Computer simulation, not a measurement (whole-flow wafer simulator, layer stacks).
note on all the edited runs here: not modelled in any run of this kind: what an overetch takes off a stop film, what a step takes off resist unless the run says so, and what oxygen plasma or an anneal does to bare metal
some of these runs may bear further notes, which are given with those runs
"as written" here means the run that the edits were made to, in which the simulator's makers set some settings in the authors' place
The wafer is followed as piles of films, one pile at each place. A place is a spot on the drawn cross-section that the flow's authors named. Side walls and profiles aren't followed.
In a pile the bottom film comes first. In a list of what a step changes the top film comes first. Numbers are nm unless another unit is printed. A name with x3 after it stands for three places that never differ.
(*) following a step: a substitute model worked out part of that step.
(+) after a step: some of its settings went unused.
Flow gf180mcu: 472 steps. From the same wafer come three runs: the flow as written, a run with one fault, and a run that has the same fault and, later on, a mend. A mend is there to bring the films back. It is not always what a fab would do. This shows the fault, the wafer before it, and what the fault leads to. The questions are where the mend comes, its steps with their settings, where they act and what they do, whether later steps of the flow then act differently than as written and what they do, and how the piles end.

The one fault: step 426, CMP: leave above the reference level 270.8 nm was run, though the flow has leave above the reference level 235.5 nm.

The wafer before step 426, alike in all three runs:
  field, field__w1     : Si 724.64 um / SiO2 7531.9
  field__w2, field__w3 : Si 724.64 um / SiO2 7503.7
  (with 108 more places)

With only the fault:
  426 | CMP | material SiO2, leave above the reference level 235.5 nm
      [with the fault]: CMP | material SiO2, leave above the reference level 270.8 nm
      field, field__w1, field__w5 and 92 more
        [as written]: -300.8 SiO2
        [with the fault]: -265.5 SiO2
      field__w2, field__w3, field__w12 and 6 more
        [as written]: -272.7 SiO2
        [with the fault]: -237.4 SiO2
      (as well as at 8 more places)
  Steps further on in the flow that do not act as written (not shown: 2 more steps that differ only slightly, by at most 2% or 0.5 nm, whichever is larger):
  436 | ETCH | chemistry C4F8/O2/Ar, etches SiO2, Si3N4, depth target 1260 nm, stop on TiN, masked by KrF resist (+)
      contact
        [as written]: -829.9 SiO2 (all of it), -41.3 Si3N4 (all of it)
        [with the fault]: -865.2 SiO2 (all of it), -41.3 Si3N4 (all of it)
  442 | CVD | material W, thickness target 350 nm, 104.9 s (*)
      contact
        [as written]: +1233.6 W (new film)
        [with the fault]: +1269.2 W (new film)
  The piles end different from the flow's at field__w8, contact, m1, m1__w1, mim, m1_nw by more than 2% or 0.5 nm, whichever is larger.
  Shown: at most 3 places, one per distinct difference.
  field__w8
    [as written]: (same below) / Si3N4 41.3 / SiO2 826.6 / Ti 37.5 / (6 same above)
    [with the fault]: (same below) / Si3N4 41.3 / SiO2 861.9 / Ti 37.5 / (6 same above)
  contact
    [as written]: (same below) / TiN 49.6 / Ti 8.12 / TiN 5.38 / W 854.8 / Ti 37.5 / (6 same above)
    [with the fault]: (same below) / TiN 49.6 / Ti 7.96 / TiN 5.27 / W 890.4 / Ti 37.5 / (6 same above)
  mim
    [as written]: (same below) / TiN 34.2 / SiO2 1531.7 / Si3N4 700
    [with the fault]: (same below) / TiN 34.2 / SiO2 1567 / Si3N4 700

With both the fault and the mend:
  The mend stands after step 434.
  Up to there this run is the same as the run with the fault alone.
  434a | STRIP | chemistry O2/N2, power 2160 W, pressure 1700 mTorr (*)
      field, field__w1, field__w2 and 108 more
        -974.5 KrF resist (all of it), -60 anti-reflective coat (all of it)
      contact
        -60 anti-reflective coat (all of it)
  434b | CMP | material SiO2, leave above the reference level 235.5 nm (the flow's step 426 again)
      field, field__w1, field__w2 and 109 more
        -35.3 SiO2
  434c | HMDS | 120 C, 60 s (the flow's step 428 again)
      alters no film at any place that is followed
  434d | COAT | anti-reflective coat, thickness 60 nm, 182 C, 71 s (the flow's step 429 again)
      field, field__w1, field__w2 and 109 more
        +60 anti-reflective coat (new film)
  434e | COAT | KrF resist, thickness 1000 nm (the flow's step 430 again)
      field, field__w1, field__w2 and 109 more
        +1000 KrF resist (new film)
  434f | SOFTBAKE | KrF resist (the flow's step 431 again)
      alters no film at any place that is followed
  434g | EXPOSE | photomask Via5 (the flow's step 432 again)
      alters no film at any place that is followed
  434h | PEB | KrF resist, 135 C, 90 s (the flow's step 433 again)
      field, field__w1, field__w2 and 109 more
        -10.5 KrF resist
  434i | DEVELOP | KrF resist, thickness 1000 nm, 60 s (the flow's step 434 again)
      field, field__w1, field__w2 and 108 more
        -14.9 KrF resist
      contact
        -989.5 KrF resist (all of it)
  None of the later steps of the flow acts differently than as written at any place that is followed.
  At every place that both follow, the piles at the end match the flow's.
